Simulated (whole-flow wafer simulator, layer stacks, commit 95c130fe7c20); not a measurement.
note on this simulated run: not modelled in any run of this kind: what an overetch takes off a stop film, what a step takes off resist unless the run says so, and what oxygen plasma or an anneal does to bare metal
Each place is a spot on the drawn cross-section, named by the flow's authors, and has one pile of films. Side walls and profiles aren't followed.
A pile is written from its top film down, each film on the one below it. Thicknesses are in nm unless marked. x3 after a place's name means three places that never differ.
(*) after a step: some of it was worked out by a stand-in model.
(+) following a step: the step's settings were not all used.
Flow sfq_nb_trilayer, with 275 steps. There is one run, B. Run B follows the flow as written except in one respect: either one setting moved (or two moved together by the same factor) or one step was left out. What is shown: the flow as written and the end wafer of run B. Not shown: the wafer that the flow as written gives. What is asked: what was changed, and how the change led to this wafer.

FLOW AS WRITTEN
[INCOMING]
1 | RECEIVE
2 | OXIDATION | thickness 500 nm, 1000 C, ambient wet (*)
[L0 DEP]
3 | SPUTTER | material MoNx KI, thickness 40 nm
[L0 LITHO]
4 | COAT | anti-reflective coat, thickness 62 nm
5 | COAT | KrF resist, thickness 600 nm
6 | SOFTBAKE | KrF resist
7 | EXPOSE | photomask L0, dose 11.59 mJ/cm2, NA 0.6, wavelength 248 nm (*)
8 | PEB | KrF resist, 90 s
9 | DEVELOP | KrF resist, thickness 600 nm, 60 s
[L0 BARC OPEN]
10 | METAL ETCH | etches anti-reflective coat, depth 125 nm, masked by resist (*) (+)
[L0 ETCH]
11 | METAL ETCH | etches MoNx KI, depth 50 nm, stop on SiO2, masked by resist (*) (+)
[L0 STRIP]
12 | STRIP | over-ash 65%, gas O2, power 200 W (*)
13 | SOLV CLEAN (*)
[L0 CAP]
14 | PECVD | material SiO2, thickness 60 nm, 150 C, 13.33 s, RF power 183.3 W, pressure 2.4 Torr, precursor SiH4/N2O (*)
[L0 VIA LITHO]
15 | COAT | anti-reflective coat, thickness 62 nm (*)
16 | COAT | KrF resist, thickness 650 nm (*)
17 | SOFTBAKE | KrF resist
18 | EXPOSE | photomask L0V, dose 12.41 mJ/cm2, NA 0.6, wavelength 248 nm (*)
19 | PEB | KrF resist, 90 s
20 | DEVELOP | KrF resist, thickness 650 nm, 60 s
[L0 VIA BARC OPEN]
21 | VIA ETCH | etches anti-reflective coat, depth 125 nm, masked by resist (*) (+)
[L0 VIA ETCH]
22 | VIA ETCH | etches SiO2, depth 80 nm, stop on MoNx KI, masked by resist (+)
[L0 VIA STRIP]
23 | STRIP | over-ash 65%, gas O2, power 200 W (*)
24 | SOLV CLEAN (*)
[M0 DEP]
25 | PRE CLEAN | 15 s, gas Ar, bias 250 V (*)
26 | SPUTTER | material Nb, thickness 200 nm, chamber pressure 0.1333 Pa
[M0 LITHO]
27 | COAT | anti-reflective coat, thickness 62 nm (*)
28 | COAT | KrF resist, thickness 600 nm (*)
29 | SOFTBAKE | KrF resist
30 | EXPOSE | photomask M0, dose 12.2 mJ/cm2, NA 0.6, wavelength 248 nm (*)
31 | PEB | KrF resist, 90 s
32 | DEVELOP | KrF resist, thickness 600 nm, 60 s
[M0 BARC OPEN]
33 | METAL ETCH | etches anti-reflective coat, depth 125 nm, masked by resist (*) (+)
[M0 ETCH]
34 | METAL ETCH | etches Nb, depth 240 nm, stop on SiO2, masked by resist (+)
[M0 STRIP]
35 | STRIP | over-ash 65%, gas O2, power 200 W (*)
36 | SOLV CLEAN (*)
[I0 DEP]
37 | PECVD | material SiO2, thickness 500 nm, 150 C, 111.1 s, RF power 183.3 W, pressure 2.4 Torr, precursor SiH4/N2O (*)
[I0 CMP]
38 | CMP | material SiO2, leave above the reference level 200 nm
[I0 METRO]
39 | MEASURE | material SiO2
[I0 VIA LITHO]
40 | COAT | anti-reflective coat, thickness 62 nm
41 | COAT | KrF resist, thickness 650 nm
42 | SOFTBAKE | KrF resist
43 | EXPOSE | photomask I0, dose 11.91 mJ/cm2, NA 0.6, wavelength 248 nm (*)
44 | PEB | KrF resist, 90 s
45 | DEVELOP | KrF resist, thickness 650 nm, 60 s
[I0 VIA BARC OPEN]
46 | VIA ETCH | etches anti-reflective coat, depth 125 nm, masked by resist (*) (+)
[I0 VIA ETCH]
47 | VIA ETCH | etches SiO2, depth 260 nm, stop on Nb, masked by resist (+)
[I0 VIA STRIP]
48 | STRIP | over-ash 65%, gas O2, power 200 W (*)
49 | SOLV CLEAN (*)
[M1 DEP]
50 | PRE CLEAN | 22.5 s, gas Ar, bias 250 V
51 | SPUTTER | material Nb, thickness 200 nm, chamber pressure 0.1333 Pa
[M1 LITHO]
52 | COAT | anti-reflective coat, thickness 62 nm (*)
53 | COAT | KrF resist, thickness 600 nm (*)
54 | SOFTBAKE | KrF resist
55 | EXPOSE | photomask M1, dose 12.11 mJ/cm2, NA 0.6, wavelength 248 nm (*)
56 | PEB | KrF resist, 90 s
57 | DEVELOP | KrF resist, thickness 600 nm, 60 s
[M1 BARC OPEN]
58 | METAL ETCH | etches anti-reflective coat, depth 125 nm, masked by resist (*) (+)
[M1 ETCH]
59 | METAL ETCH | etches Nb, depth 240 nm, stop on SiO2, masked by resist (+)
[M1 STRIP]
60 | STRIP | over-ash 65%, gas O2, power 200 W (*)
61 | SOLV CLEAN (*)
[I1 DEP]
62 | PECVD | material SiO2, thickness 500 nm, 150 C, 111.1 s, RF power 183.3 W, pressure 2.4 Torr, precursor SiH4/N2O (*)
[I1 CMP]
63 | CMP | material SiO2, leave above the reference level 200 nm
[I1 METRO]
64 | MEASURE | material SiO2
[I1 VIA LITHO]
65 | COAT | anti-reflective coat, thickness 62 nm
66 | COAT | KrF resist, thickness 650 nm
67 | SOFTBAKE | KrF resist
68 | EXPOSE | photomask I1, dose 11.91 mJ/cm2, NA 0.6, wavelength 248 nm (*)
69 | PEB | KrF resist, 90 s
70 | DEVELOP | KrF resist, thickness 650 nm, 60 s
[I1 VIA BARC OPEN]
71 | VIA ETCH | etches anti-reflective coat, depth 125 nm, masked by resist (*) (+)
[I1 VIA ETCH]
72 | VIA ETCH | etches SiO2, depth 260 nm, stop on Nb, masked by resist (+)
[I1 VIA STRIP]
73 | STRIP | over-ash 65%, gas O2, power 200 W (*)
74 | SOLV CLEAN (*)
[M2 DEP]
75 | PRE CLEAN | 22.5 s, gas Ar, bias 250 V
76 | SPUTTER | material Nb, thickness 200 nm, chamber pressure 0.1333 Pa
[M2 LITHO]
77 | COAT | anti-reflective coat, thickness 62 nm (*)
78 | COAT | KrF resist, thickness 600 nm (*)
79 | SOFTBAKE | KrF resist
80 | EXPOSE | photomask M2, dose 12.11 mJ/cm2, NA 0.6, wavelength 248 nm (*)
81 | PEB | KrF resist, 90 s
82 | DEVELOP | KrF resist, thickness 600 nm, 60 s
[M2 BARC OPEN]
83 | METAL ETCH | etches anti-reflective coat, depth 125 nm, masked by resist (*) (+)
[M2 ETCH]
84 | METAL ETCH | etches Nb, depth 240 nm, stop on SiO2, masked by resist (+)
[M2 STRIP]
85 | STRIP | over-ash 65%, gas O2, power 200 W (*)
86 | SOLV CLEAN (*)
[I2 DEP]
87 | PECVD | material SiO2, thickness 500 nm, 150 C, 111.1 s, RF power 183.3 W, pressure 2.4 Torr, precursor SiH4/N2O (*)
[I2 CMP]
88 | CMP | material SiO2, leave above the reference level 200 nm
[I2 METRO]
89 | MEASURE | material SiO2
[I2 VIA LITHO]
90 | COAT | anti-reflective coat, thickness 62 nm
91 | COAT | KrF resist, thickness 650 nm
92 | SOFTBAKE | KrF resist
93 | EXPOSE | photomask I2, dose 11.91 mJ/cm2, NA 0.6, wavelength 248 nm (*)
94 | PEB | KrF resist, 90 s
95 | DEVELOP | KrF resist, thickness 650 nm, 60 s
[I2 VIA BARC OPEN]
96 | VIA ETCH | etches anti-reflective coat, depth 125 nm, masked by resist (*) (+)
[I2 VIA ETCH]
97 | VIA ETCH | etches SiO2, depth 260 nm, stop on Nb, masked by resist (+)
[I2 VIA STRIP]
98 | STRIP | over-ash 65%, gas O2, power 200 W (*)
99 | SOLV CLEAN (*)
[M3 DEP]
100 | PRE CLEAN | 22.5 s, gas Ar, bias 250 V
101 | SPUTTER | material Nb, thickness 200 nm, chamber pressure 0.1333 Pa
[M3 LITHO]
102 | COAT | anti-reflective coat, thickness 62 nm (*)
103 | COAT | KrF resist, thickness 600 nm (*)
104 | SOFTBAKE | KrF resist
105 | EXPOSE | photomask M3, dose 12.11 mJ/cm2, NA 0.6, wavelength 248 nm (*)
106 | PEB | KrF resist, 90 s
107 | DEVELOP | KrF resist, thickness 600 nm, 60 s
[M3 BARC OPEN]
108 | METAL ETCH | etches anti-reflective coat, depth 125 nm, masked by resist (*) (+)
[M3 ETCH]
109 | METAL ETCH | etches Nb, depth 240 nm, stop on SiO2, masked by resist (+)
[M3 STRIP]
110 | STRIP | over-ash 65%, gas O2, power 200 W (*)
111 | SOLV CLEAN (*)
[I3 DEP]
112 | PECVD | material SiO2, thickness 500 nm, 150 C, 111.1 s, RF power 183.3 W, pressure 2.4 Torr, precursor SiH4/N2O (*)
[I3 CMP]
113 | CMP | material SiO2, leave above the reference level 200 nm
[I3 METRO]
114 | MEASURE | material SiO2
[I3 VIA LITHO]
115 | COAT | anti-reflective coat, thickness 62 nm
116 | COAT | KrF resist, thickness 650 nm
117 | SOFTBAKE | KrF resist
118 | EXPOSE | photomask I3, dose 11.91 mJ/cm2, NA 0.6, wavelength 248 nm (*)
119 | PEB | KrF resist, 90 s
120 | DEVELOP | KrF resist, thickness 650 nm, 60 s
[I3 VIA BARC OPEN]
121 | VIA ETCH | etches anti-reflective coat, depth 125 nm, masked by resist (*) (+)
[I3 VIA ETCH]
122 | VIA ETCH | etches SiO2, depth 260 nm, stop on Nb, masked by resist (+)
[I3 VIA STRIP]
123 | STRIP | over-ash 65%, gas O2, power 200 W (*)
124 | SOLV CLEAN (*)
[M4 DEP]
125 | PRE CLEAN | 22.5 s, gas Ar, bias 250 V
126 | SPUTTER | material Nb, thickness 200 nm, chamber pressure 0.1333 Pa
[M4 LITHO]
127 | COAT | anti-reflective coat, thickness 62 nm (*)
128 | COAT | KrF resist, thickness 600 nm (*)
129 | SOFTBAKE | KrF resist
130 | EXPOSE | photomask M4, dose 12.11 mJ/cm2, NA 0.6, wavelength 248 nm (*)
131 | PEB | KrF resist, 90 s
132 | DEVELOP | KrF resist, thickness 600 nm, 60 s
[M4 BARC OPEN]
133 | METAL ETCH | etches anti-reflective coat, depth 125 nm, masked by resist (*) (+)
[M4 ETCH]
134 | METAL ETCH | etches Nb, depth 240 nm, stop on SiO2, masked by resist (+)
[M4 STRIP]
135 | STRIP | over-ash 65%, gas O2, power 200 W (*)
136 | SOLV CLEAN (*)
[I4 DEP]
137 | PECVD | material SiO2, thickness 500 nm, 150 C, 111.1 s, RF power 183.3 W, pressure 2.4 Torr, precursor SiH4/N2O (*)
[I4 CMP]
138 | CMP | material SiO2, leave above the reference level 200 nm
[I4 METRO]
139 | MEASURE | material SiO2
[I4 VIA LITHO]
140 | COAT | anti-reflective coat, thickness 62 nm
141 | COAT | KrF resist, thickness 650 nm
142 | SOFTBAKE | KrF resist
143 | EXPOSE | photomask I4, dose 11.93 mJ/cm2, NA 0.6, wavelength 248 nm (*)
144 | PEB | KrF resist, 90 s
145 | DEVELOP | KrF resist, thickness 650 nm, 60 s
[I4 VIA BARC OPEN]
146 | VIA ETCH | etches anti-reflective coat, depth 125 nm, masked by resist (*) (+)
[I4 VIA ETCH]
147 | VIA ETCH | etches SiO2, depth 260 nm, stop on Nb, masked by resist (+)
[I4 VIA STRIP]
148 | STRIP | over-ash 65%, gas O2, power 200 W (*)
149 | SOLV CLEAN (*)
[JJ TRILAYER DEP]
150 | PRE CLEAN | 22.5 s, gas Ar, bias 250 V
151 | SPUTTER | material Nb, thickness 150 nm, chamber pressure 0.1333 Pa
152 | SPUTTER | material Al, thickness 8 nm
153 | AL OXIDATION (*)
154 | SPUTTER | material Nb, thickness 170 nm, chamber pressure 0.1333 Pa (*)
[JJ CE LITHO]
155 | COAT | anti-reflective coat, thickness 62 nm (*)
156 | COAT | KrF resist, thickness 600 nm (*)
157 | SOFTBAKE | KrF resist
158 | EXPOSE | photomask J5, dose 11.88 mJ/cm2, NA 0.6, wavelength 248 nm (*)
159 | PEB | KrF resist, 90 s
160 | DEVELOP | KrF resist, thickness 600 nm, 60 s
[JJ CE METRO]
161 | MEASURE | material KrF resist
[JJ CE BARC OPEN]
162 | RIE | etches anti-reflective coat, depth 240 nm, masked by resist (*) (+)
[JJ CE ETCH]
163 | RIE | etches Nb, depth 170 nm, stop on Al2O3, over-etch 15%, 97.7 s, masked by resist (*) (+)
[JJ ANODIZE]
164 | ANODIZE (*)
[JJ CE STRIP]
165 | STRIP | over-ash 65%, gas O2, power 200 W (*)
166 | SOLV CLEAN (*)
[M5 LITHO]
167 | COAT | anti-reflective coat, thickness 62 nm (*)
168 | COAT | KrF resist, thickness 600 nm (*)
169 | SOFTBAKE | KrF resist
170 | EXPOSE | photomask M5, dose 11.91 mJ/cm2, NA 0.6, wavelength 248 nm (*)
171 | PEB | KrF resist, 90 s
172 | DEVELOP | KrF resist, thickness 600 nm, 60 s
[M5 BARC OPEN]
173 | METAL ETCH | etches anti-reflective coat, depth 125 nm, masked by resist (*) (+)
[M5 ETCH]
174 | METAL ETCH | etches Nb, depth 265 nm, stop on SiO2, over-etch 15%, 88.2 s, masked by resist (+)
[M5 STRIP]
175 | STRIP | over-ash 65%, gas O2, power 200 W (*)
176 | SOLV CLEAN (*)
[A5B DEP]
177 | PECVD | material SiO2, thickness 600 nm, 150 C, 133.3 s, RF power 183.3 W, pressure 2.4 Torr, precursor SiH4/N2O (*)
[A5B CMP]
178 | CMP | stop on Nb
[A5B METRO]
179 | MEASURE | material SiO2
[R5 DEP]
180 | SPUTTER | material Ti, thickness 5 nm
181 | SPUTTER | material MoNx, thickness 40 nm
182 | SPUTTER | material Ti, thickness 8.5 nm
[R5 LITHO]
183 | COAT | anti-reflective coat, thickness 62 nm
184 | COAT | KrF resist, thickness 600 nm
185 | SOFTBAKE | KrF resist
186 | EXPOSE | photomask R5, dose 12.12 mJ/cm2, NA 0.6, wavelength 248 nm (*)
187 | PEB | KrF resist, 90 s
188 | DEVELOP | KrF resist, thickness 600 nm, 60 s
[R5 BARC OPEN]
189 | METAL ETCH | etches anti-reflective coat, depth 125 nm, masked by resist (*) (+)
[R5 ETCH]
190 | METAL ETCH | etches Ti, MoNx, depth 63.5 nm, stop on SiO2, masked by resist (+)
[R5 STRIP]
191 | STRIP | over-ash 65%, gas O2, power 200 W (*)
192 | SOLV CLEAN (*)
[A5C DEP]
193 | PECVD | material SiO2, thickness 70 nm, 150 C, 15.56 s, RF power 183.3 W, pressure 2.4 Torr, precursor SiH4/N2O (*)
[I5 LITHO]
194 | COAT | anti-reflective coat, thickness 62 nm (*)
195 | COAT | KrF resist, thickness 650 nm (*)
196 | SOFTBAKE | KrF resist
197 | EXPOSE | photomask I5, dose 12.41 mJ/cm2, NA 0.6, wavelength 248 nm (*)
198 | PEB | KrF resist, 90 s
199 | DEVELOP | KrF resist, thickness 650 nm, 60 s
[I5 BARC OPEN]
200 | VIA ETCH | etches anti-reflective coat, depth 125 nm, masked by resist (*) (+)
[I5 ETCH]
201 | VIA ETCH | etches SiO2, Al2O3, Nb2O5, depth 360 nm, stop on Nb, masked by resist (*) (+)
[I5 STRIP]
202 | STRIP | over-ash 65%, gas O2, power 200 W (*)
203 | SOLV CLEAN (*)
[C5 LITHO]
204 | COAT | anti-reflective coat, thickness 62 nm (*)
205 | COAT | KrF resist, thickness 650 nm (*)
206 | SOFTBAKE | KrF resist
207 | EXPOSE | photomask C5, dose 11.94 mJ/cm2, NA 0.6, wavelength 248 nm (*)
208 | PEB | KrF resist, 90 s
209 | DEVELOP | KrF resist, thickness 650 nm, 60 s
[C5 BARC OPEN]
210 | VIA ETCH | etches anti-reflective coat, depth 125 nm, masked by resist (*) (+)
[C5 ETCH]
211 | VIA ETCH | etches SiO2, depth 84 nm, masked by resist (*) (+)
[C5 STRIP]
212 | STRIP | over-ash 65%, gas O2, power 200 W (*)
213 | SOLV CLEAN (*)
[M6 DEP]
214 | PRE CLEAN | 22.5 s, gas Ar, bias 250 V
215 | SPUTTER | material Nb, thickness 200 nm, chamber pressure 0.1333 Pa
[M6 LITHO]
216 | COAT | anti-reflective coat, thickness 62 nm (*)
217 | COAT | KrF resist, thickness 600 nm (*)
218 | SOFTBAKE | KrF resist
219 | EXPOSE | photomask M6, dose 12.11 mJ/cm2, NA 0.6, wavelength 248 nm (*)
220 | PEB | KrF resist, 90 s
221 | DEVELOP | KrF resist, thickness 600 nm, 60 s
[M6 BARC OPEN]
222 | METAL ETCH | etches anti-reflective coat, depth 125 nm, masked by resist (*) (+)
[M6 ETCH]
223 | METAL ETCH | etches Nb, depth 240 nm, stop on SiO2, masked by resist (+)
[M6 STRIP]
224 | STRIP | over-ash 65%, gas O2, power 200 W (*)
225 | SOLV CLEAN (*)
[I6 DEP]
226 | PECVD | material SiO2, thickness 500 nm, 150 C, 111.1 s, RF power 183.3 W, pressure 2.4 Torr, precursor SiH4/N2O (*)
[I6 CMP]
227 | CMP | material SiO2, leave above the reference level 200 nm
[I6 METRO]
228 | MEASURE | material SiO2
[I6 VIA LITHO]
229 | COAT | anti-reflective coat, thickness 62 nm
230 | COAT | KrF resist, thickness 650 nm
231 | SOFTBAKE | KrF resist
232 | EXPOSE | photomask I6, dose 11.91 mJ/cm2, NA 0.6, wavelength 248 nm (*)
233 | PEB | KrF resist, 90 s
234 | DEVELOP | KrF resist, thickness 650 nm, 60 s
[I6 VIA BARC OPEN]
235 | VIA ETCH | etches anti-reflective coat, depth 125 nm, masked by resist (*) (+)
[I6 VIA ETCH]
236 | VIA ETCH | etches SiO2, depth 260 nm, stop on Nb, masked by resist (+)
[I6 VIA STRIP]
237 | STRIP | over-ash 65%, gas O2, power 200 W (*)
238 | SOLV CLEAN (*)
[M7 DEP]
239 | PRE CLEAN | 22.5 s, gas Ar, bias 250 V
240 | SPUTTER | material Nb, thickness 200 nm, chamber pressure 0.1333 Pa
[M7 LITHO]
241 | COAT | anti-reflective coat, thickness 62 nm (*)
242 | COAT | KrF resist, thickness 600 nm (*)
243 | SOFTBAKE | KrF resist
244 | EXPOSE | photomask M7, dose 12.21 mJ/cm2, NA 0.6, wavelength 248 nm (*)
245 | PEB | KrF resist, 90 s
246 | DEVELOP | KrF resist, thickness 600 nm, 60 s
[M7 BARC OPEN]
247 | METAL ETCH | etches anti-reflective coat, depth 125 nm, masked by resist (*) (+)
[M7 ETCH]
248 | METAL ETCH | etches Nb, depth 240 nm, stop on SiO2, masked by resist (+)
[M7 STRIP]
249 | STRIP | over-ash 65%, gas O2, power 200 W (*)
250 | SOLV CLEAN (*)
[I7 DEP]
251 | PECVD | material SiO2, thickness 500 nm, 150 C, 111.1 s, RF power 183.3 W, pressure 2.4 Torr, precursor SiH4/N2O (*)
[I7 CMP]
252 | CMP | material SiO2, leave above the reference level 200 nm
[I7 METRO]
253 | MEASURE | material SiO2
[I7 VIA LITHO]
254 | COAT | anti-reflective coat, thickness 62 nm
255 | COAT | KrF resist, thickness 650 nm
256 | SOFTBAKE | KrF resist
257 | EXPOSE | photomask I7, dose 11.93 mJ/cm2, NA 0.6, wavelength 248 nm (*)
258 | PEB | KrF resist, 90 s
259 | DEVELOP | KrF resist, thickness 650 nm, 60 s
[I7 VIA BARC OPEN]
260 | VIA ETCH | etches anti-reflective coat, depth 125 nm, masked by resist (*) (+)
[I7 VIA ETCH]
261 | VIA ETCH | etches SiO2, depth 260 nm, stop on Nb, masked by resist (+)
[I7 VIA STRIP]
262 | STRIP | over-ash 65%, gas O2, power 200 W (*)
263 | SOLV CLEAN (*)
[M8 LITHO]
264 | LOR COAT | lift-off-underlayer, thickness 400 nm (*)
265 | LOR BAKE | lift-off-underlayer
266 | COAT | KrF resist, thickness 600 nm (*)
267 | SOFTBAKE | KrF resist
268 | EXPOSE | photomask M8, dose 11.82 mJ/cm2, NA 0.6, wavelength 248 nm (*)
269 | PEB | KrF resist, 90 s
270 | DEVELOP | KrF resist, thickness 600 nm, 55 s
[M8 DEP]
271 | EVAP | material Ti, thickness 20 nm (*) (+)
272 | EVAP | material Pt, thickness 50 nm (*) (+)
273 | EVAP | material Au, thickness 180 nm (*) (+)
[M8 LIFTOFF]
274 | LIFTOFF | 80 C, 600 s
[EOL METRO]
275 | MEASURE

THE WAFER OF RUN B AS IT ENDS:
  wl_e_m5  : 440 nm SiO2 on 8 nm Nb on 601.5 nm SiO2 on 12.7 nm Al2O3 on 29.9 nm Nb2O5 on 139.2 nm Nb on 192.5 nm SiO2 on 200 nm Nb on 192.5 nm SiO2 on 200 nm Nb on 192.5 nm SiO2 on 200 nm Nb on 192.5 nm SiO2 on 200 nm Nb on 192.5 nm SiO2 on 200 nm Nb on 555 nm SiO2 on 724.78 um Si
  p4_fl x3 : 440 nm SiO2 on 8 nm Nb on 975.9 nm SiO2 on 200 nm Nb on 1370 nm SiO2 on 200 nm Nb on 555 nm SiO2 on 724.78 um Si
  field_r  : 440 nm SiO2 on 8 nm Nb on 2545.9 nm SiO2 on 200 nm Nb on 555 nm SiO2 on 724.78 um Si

The reason: step 240, SPUTTER: thickness 248 nm was run, while the flow as written has thickness 200 nm.

The path from the change to this, step by step:
  240 | SPUTTER | material Nb, thickness 200 nm, chamber pressure 0.1333 Pa
      field_l, v_sur, via_wl and 102 more: +248 Nb (new film) (in the flow as written it would be: +200 Nb (new film))
      via_v: +200 Nb (in the flow as written it would be: +161.1 Nb)
  248 | METAL ETCH | etches Nb, depth 240 nm, stop on SiO2, masked by resist (+)
      field_l, field_r, lsp_l and 62 more: -240 Nb (in the flow as written it would be: -200 Nb (all of it))
  251 | PECVD | material SiO2, thickness 500 nm, 150 C, 111.1 s, RF power 183.3 W, pressure 2.4 Torr, precursor SiH4/N2O (*)
      field_l, p4_fl x3, p4_w1 x9 and 46 more: +500 SiO2 (new film) (in the flow as written it would be: +500 SiO2)
      field_r, lsp_l: +473.2 SiO2 (new film) (in the flow as written it would be: +477.7 SiO2)
      (and at 5 other places as well)
  252 | CMP | material SiO2, leave above the reference level 200 nm
      field_l, p4_fl x3, p4_w1 x9 and 46 more: -60 SiO2 (in the flow as written it would be: -100 SiO2)
      field_r, lsp_l: -33.2 SiO2 (in the flow as written it would be: -77.7 SiO2)
      (and at 3 other places as well)
If metal films that touch count as one body, wl_e_m5 has 7 bodies (between them, from the top down: SiO2 601.5 / Al2O3 12.7 / Nb2O5 29.9; SiO2 192.5; SiO2 192.5; SiO2 192.5; SiO2 192.5; SiO2 192.5); the flow as written gives 6 bodies (between them, from the top down: SiO2 192.5; SiO2 192.5; SiO2 192.5; SiO2 192.5; SiO2 192.5).
If metal films that touch count as one body, p4_fl x3 has 3 bodies (between them, from the top down: SiO2 975.9; SiO2 1370); the flow as written gives 2 bodies (between them, from the top down: SiO2 1370).
If metal films that touch count as one body, field_r has 2 bodies (between them, from the top down: SiO2 2545.9); the flow as written gives 1 body.
